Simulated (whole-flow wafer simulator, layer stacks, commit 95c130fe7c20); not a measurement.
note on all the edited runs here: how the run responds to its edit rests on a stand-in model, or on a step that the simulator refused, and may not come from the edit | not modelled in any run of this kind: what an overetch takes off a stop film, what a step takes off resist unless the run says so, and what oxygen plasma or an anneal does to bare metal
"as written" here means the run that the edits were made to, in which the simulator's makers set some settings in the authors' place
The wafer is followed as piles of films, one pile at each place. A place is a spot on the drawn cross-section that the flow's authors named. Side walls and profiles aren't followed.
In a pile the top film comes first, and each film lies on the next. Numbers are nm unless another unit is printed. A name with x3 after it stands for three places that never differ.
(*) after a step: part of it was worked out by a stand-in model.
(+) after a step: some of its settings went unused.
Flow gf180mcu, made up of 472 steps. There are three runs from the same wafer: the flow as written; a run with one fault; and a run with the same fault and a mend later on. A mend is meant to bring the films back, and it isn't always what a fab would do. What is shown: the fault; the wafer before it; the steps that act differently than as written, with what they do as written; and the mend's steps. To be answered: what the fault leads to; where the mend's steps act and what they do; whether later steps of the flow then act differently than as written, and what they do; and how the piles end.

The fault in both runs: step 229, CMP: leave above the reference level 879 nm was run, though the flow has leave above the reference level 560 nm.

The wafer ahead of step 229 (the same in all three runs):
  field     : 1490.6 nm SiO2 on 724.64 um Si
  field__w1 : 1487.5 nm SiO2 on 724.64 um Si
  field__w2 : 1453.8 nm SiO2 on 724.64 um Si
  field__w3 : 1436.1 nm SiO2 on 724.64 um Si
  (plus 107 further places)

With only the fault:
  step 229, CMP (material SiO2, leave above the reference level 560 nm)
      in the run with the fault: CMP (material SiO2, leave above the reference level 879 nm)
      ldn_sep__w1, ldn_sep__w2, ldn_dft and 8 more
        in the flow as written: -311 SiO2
        in the run with the fault: nothing
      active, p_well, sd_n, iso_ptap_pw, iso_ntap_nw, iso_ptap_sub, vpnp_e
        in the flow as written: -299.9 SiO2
        in the run with the fault: nothing
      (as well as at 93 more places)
  Steps later in the flow that act otherwise than as written (5 more steps, not shown, differ only slightly: by at most 2% or 0.5 nm, whichever is larger):
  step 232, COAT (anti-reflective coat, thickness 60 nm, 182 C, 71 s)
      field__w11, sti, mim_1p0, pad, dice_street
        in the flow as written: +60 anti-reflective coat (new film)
        in the run with the fault: +51.3 anti-reflective coat (new film)
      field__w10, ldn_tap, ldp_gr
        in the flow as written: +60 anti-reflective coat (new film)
        in the run with the fault: +67.5 anti-reflective coat (new film)
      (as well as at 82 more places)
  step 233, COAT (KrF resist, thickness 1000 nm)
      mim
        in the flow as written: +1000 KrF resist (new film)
        in the run with the fault: +1023.6 KrF resist (new film)
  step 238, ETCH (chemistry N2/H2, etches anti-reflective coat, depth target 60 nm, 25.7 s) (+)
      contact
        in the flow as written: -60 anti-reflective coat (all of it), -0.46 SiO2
        in the run with the fault: -71.2 anti-reflective coat (all of it), -0.17 SiO2
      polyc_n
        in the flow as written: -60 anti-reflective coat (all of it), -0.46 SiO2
        in the run with the fault: -40.3 anti-reflective coat (all of it), -0.97 SiO2
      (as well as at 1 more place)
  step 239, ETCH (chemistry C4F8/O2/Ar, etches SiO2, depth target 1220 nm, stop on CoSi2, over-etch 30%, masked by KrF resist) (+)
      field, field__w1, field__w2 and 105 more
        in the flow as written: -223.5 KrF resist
        in the run with the fault: -244 KrF resist
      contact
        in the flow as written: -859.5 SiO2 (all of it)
        in the run with the fault: -1143.1 SiO2 (all of it)
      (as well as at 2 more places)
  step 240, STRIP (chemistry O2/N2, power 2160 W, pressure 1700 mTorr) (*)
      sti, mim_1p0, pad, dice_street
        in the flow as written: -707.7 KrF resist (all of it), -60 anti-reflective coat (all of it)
        in the run with the fault: -693.5 KrF resist (all of it), -51.3 anti-reflective coat (all of it)
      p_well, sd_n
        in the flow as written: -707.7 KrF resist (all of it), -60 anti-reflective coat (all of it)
        in the run with the fault: -693.5 KrF resist (all of it), -48.2 anti-reflective coat (all of it)
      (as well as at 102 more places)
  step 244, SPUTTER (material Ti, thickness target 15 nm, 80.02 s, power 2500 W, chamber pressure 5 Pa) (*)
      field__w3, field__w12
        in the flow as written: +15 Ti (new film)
        in the run with the fault: +14.2 Ti (new film)
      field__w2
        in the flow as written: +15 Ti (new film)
        in the run with the fault: +14.1 Ti (new film)
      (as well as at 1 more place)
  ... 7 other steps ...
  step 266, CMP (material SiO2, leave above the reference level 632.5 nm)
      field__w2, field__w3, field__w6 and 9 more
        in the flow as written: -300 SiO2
        in the run with the fault: -287.7 SiO2
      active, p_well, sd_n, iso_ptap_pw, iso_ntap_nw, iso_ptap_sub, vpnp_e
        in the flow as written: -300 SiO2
        in the run with the fault: -288.5 SiO2
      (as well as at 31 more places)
  At field, field__w1, field__w2 and 109 more, the piles at the end differ from the flow's by more than 2% or 0.5 nm, whichever is larger.
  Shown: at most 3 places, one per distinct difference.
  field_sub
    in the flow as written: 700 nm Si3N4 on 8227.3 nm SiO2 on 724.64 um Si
    in the run with the fault: 700 nm Si3N4 on 7042.5 nm SiO2 on 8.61 nm W on 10 nm TiN on 15 nm Ti on 1465.9 nm SiO2 on 724.64 um Si
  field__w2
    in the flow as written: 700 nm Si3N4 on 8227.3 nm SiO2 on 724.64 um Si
    in the run with the fault: 700 nm Si3N4 on 7042.5 nm SiO2 on 25.7 nm W on 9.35 nm TiN on 14.1 nm Ti on 1450.4 nm SiO2 on 724.64 um Si
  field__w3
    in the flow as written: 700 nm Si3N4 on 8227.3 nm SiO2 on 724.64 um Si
    in the run with the fault: 700 nm Si3N4 on 7042.5 nm SiO2 on 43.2 nm W on 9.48 nm TiN on 14.2 nm Ti on 1432.6 nm SiO2 on 724.64 um Si

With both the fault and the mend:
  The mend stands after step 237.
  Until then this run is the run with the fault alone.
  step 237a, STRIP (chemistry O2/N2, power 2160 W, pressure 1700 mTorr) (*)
      sti, mim_1p0, pad, dice_street
        -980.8 KrF resist (all of it), -51.3 anti-reflective coat (all of it)
      p_well, sd_n
        -980.8 KrF resist (all of it), -48.2 anti-reflective coat (all of it)
      ld_acc_p, ld_drn_p
        -961 KrF resist (all of it), -59.4 anti-reflective coat (all of it)
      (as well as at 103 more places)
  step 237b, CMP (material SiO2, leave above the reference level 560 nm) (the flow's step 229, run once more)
      field__w5, field__w9, n_well and 36 more
        -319 SiO2
      ldn_sep__w1, ldn_sep__w2, ldn_dft and 8 more
        -311 SiO2
      active, p_well, sd_n, iso_ptap_pw, iso_ntap_nw, iso_ptap_sub, vpnp_e
        -299.9 SiO2
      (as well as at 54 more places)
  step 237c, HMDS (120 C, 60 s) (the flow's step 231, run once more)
      alters no film at any place that is followed
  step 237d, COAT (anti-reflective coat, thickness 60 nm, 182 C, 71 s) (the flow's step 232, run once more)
      field, field__w1, field__w2 and 108 more
        +60 anti-reflective coat (new film)
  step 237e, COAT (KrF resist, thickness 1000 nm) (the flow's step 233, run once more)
      field, field__w1, field__w2 and 108 more
        +1000 KrF resist (new film)
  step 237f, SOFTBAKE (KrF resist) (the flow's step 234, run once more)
      alters no film at any place that is followed
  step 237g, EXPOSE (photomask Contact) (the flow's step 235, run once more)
      alters no film at any place that is followed
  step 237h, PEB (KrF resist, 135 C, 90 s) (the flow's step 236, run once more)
      field, field__w1, field__w2 and 108 more
        -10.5 KrF resist
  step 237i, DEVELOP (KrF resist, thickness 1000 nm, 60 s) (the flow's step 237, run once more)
      field, field__w1, field__w2 and 105 more
        -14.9 KrF resist
      contact, polyc_n, polyc_p
        -989.5 KrF resist (all of it)
  Every later step of the flow that is run acts as written at every place that is followed.
  At every place that both follow, the piles at the end match the flow's.
